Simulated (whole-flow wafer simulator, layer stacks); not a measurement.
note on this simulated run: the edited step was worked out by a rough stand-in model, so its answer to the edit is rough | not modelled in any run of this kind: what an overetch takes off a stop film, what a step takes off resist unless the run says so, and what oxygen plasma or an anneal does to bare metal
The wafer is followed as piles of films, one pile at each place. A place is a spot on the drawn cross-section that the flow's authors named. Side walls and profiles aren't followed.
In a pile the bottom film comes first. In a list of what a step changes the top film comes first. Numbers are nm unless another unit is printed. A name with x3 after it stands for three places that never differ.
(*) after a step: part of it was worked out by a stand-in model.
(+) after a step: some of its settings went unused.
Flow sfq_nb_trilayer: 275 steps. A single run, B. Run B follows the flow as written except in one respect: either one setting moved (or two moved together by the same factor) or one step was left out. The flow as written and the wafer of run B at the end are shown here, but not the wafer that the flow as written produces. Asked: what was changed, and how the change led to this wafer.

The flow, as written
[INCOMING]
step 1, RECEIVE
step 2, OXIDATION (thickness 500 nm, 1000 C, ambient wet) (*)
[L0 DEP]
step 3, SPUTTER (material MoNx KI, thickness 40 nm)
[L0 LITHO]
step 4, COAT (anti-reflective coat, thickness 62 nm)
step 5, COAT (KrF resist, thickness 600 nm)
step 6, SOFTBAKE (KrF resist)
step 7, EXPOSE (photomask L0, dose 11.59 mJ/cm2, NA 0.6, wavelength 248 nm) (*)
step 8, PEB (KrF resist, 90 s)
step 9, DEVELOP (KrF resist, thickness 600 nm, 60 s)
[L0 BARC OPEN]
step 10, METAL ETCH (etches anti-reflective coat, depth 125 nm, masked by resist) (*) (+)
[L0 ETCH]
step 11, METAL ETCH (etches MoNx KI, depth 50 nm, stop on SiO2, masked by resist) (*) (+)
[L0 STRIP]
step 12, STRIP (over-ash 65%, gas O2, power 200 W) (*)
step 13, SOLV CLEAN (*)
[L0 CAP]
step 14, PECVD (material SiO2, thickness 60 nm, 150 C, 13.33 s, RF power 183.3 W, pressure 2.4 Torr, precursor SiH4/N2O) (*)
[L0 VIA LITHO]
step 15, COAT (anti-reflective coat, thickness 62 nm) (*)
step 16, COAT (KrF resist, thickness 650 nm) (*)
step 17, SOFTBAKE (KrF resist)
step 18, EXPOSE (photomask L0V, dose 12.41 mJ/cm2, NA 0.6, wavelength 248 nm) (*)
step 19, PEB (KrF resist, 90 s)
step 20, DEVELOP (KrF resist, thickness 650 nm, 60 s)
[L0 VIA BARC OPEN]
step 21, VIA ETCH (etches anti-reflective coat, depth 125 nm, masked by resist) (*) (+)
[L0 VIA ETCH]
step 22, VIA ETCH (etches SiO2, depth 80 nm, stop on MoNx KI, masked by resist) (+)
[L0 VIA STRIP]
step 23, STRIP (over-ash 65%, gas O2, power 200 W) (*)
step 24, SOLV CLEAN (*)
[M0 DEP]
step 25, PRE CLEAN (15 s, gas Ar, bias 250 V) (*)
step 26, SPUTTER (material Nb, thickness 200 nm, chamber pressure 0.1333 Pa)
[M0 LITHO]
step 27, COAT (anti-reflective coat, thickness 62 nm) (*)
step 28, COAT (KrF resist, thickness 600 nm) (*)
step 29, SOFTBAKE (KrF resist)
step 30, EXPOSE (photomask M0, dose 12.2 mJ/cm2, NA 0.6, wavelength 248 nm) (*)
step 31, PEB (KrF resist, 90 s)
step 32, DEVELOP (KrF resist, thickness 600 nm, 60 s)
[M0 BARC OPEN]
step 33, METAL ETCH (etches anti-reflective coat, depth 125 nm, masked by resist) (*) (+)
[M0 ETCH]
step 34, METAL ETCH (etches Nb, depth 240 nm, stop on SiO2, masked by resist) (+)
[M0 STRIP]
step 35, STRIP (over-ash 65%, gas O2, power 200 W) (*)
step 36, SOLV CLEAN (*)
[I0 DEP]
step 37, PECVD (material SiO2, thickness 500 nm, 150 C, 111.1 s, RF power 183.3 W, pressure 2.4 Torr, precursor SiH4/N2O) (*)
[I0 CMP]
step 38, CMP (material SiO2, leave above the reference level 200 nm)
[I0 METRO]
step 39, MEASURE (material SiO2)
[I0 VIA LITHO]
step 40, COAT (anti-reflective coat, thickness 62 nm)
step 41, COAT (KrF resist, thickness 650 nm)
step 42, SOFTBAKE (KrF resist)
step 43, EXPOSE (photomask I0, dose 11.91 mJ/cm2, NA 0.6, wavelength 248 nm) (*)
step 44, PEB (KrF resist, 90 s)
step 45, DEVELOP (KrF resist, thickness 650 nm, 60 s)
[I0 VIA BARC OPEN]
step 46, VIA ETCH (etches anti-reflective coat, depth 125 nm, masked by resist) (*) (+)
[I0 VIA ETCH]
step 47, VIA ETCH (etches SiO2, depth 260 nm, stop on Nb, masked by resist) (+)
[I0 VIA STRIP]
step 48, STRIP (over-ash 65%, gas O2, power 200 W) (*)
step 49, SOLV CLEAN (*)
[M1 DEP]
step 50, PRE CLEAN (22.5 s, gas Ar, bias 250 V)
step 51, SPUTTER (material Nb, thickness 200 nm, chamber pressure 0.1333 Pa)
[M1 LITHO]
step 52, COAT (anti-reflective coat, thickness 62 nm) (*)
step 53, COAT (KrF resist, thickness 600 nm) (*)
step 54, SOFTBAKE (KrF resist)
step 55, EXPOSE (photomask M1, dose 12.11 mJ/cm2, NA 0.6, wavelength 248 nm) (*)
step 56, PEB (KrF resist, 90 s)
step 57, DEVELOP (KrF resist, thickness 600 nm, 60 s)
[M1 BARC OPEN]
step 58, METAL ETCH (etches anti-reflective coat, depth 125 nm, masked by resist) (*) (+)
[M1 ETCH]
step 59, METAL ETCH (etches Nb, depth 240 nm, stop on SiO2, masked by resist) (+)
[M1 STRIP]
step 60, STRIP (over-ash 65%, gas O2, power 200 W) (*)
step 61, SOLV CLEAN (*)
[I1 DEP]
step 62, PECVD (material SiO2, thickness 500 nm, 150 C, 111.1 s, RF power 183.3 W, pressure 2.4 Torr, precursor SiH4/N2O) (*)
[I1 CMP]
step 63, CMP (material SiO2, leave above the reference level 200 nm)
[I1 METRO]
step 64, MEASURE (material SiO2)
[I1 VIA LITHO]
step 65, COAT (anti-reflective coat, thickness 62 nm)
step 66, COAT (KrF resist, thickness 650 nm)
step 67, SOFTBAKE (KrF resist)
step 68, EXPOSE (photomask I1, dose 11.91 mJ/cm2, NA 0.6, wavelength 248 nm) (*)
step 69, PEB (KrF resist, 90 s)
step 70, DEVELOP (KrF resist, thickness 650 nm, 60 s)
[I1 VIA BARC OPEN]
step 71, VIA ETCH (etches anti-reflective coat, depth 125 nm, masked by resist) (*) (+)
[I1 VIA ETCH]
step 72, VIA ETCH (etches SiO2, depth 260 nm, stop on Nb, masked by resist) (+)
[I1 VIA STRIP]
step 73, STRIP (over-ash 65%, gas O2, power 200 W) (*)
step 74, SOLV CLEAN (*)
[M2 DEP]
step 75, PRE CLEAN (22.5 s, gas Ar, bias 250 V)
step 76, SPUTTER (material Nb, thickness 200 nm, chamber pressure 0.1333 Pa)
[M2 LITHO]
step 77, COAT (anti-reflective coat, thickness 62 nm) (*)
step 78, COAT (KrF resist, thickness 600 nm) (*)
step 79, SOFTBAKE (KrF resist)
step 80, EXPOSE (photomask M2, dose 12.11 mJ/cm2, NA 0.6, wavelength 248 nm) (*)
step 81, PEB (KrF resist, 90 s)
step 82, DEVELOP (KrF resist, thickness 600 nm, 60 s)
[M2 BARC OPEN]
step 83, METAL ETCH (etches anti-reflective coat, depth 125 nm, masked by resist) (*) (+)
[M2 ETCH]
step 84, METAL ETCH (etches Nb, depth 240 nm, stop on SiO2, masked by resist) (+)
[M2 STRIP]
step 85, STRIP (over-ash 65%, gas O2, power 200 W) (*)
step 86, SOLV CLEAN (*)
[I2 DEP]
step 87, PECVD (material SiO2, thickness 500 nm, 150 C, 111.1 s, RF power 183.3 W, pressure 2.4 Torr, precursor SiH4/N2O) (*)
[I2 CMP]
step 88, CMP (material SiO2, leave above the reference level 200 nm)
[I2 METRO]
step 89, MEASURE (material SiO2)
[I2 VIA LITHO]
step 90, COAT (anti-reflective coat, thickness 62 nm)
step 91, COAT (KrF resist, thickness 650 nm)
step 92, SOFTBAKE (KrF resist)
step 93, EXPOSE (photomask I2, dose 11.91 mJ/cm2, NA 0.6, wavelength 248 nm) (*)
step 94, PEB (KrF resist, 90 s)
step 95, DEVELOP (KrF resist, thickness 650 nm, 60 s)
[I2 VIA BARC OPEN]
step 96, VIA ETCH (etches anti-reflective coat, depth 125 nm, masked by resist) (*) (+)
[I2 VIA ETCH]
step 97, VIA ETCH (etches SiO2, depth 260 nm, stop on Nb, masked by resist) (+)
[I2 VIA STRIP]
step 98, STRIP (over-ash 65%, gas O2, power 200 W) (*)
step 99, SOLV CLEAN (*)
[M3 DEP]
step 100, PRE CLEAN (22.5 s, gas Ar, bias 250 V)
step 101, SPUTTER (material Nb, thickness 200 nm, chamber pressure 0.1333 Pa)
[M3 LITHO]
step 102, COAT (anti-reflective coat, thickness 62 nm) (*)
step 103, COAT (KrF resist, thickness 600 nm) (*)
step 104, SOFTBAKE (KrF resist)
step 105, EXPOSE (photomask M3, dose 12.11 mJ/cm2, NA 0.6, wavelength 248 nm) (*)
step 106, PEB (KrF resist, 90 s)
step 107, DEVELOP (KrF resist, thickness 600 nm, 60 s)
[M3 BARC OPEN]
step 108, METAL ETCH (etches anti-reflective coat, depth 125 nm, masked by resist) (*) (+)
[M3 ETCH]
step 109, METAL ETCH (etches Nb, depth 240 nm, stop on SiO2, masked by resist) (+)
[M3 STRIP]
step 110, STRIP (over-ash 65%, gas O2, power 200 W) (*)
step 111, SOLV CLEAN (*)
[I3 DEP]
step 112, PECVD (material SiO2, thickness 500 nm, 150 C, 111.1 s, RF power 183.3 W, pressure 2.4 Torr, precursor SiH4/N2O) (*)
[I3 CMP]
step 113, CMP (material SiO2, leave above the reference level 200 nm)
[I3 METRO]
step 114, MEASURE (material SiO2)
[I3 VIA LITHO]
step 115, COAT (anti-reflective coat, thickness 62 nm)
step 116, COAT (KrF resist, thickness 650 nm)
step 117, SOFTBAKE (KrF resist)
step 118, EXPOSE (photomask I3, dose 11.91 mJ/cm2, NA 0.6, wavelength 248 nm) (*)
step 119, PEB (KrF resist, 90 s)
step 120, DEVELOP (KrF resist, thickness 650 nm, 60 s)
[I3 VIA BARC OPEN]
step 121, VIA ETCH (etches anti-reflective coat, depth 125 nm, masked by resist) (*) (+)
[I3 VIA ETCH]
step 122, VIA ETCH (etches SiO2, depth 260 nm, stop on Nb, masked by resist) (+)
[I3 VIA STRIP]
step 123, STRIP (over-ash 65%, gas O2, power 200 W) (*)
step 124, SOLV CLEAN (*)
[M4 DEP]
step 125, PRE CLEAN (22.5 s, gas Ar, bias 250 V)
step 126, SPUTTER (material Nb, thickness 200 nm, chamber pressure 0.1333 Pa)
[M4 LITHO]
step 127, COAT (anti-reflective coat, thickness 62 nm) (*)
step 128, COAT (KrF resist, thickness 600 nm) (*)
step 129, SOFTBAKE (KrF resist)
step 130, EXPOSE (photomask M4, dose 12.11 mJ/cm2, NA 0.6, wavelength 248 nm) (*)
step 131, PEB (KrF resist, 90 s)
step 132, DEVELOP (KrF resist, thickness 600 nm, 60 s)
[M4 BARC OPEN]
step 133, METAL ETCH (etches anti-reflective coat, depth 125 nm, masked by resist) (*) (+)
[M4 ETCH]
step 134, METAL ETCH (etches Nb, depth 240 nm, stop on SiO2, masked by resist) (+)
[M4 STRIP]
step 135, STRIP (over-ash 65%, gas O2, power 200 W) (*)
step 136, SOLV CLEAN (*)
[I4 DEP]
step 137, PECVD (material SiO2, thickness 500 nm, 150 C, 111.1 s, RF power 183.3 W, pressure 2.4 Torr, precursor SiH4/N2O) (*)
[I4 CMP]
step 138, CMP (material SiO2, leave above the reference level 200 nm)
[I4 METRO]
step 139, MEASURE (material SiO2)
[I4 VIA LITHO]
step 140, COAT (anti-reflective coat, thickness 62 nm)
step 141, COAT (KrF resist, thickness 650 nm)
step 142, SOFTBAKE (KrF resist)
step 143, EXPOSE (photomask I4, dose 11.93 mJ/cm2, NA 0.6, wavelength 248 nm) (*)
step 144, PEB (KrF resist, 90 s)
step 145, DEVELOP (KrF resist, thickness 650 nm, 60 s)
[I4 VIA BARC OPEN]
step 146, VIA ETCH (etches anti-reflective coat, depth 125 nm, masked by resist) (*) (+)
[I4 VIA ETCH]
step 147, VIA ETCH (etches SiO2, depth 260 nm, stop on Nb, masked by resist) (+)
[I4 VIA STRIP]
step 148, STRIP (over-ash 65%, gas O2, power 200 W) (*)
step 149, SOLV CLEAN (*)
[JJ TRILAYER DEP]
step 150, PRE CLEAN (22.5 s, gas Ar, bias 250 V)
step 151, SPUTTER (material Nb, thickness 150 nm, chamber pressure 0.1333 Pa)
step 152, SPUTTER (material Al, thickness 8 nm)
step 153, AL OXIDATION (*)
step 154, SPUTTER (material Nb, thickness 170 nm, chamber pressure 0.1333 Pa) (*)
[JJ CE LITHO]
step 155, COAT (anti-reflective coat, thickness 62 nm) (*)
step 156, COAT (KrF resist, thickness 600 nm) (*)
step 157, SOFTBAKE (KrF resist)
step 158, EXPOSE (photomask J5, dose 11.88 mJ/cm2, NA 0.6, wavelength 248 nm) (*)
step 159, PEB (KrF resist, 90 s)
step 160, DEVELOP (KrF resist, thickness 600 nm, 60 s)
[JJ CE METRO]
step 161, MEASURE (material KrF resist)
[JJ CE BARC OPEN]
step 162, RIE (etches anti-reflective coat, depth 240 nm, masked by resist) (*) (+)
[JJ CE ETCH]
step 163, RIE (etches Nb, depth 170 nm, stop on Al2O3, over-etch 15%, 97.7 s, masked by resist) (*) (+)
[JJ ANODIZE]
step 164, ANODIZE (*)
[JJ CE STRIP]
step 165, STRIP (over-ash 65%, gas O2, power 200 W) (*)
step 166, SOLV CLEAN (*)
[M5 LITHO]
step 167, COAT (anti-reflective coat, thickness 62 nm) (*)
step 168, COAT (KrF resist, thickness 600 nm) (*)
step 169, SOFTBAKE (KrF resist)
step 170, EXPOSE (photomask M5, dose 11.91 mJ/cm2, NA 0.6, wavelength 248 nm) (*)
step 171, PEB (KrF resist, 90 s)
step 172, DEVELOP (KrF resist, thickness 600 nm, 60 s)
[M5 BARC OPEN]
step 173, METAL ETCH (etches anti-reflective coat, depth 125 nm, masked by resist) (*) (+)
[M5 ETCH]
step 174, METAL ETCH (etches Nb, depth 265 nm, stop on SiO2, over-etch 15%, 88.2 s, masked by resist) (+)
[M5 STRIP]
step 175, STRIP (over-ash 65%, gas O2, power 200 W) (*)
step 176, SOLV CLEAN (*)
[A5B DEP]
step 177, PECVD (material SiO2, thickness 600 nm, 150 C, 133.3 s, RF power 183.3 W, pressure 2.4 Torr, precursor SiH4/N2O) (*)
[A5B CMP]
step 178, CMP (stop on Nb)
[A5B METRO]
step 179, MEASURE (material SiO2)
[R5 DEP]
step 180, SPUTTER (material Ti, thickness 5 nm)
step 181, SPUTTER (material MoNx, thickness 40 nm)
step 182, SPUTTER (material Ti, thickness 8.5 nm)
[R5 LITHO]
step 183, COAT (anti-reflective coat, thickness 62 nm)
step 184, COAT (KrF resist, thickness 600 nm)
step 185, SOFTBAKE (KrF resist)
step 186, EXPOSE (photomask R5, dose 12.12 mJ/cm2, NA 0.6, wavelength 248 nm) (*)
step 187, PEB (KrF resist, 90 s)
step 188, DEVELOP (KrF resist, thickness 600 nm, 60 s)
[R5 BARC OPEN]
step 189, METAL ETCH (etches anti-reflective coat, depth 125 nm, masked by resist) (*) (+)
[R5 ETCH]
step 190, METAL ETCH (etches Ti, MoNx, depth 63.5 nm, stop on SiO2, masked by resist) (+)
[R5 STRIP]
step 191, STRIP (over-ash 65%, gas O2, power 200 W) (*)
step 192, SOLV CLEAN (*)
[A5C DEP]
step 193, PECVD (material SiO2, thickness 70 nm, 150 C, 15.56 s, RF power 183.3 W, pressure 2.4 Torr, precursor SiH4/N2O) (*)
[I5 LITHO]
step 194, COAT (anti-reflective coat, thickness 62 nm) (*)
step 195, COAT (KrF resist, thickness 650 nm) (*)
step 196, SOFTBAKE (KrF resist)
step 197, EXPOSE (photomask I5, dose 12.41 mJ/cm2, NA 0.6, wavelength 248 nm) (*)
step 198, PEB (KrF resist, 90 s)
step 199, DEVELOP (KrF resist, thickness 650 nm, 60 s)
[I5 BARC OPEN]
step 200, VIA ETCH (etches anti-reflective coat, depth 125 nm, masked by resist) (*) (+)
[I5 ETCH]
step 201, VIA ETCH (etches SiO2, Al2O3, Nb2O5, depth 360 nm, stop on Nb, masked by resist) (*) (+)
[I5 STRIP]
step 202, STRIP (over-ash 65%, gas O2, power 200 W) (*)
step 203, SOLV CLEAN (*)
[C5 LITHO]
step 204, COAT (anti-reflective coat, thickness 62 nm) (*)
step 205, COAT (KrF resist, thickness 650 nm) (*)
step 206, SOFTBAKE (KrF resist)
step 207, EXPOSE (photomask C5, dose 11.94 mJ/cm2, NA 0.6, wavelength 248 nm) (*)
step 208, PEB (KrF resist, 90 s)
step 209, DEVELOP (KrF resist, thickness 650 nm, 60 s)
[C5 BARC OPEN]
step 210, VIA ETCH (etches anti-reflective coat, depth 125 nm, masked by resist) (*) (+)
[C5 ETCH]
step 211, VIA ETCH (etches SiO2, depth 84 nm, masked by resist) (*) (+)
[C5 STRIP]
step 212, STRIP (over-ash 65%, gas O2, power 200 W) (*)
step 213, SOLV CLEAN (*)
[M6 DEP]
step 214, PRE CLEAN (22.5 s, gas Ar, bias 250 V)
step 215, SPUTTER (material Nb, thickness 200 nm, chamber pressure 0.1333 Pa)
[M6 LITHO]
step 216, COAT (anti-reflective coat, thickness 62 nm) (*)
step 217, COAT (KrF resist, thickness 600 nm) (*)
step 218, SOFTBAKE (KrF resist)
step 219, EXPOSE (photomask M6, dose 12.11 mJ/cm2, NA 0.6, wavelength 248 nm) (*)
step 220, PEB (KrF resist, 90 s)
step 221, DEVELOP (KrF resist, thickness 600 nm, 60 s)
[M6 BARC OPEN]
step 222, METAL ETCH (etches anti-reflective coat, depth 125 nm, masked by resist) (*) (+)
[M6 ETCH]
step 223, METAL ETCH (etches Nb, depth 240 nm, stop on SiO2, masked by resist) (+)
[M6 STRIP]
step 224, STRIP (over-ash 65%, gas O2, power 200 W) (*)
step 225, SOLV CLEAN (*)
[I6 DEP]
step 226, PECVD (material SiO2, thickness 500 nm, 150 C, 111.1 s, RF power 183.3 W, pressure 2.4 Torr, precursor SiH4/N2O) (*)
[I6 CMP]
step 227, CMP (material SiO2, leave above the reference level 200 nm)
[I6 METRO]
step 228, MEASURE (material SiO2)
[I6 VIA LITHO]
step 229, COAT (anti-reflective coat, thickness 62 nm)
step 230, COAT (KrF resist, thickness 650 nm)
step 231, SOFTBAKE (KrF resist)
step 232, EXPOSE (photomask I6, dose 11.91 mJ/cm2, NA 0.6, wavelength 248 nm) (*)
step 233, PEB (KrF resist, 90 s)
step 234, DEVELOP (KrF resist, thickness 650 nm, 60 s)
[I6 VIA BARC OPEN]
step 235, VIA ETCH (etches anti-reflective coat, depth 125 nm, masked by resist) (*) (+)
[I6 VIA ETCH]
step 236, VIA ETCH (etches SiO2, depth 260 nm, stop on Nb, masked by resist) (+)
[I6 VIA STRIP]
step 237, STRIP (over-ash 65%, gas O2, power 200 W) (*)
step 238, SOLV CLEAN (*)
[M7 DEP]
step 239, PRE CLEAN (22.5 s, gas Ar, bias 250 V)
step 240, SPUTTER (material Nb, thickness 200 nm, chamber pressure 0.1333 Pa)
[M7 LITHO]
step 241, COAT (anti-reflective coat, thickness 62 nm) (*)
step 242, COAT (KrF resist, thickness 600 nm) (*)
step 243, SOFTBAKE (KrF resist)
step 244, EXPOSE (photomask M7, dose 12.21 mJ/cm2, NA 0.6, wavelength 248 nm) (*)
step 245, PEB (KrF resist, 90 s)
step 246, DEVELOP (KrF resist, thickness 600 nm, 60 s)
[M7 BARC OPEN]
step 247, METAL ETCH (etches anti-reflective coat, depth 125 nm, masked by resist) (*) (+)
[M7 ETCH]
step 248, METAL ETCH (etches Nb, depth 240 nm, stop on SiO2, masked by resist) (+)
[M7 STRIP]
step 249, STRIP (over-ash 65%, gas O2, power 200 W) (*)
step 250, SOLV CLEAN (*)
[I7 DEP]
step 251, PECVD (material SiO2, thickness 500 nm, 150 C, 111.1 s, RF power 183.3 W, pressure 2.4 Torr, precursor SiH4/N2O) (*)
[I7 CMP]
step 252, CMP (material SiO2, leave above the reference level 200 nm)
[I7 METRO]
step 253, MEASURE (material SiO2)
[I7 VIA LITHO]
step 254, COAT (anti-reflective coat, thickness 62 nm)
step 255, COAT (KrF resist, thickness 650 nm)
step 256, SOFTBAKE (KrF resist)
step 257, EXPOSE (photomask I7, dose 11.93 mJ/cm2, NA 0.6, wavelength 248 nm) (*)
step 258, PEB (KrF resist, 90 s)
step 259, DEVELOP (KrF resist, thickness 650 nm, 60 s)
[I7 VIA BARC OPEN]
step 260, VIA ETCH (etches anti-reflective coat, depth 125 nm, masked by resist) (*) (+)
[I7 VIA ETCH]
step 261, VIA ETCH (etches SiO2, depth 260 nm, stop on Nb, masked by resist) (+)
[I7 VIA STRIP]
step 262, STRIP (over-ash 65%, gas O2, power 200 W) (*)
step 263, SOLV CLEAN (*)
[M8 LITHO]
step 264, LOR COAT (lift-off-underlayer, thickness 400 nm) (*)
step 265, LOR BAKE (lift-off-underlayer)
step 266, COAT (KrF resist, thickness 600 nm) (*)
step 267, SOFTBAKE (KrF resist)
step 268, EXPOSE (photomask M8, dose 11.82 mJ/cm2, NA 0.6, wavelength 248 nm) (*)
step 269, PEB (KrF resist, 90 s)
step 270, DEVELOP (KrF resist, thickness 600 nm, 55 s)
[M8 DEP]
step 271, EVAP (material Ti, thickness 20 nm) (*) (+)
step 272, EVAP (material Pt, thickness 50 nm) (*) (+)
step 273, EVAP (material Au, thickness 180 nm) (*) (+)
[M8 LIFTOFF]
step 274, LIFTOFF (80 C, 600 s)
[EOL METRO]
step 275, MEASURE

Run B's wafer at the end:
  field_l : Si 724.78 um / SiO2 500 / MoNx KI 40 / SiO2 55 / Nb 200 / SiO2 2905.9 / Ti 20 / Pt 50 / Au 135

Cause: step 273, EVAP: thickness 135 nm was run, while the flow as written has thickness 180 nm.
One can read it off the wafer: field_l has Au 135, and step 273 as written asks for 180 nm.

How this came from the change, step by step:
  step 273, EVAP (material Au, thickness 180 nm) (*) (+)
      field_l, v_sur, via_wl and 103 more: Au gains 135 (new film) (as written it would have been: Au gains 180 (new film))
  step 274, LIFTOFF (80 C, 600 s)
      p4_fl, p4_fm, p4_w1 and 71 more: Au loses 135 (all of it), Pt loses 50 (all of it), Ti loses 20 (all of it), KrF resist loses 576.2 (all of it), lift-off-underlayer loses 400 (all of it) (as written it would have been: Au loses 180 (all of it), Pt loses 50 (all of it), Ti loses 20 (all of it), KrF resist loses 576.2 (all of it), lift-off-underlayer loses 400 (all of it))
      c5j, ce_r: Au loses 135 (all of it), Pt loses 50 (all of it), Ti loses 20 (all of it), KrF resist loses 573.3 (all of it), lift-off-underlayer loses 399.3 (all of it) (as written it would have been: Au loses 180 (all of it), Pt loses 50 (all of it), Ti loses 20 (all of it), KrF resist loses 573.3 (all of it), lift-off-underlayer loses 399.3 (all of it))
      (also at 19 further places)
